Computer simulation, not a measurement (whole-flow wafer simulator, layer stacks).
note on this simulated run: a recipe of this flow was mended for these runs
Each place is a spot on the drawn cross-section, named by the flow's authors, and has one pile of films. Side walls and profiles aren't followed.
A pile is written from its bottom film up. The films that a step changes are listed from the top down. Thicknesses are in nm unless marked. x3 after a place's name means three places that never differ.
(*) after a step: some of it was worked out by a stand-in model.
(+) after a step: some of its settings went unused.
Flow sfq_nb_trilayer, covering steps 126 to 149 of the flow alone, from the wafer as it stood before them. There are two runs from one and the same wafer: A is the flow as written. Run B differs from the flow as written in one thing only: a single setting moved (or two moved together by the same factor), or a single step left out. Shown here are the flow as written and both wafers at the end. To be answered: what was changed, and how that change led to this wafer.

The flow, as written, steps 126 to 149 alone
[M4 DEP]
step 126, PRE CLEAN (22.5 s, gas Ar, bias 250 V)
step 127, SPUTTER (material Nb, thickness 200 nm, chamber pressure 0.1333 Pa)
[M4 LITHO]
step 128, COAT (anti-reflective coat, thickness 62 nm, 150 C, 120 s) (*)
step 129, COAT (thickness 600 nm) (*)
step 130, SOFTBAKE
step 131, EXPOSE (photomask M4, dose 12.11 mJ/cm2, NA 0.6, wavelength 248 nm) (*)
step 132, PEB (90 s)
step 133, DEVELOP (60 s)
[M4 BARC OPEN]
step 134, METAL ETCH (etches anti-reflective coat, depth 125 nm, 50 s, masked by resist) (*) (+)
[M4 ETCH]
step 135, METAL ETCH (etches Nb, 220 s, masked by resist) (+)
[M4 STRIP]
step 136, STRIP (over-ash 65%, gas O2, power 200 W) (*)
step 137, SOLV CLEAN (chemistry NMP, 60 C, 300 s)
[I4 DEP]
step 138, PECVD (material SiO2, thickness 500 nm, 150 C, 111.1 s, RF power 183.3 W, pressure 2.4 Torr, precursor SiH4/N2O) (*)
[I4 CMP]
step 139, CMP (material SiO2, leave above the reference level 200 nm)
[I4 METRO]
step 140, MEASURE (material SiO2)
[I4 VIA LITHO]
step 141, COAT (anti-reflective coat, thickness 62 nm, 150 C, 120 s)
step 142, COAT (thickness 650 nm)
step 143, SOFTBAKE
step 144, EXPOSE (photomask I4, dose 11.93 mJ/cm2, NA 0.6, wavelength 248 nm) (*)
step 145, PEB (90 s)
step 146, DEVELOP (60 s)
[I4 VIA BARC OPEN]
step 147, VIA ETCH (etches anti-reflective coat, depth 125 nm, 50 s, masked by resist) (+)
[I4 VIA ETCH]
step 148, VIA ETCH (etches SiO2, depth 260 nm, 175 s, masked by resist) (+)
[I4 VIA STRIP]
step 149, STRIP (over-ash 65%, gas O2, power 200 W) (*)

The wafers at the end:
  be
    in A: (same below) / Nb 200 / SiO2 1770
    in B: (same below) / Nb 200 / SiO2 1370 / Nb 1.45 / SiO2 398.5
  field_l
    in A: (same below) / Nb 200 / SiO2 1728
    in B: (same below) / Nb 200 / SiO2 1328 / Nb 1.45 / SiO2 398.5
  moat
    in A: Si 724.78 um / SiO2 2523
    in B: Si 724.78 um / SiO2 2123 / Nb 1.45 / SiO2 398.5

What caused this: step 135, METAL ETCH: 182 s was run, while the flow as written has 220 s.

The path from the change to this, step by step:
  step 135, METAL ETCH (etches Nb, 220 s, masked by resist) (+)
      field_l, be, be_sur and 64 more: A -200 Nb (all of it), -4 SiO2 | B -198.5 Nb
      v_sur, via_wl, via_w and 36 more: A -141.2 KrF-resist-other-grade | B -116.8 KrF-resist-other-grade
  step 136, STRIP (over-ash 65%, gas O2, power 200 W) (*)
      p4_fl x5, p4_w1 x9, wl_j_sl x15: A -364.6 KrF-resist-other-grade (all of it), -62 anti-reflective coat (all of it) | B -389 KrF-resist-other-grade (all of it), -62 anti-reflective coat (all of it)
      ln_m5, lsp_m: A -364 KrF-resist-other-grade (all of it), -62.3 anti-reflective coat (all of it) | B -388.4 KrF-resist-other-grade (all of it), -62.3 anti-reflective coat (all of it)
      (as well as at 8 more places)
  step 138, PECVD (material SiO2, thickness 500 nm, 150 C, 111.1 s, RF power 183.3 W, pressure 2.4 Torr, precursor SiH4/N2O) (*)
      field_l, be, be_sur and 55 more: A +500 SiO2 | B +500 SiO2 (new film)
      p3_s0 x6: A +561.1 SiO2 | B +555.6 SiO2 (new film)
      (as well as at 3 more places)
  step 139, CMP (material SiO2, leave above the reference level 200 nm)
      field_l, be, be_sur and 55 more: A -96 SiO2 | B -101.5 SiO2
      lsp_r, l0_sur, l0v: A -87.7 SiO2 | B -93.4 SiO2
With metal films that touch counted as one body, be has 2 bodies (between them, from the top down: SiO2 1370); the flow as written gives 1 body.
With metal films that touch counted as one body, field_l has 3 bodies (between them, from the top down: SiO2 1328; SiO2 55); the flow as written gives 2 bodies (between them, from the top down: SiO2 55).
With metal films that touch counted as one body, moat has 1 body; the flow as written gives 0 bodies.
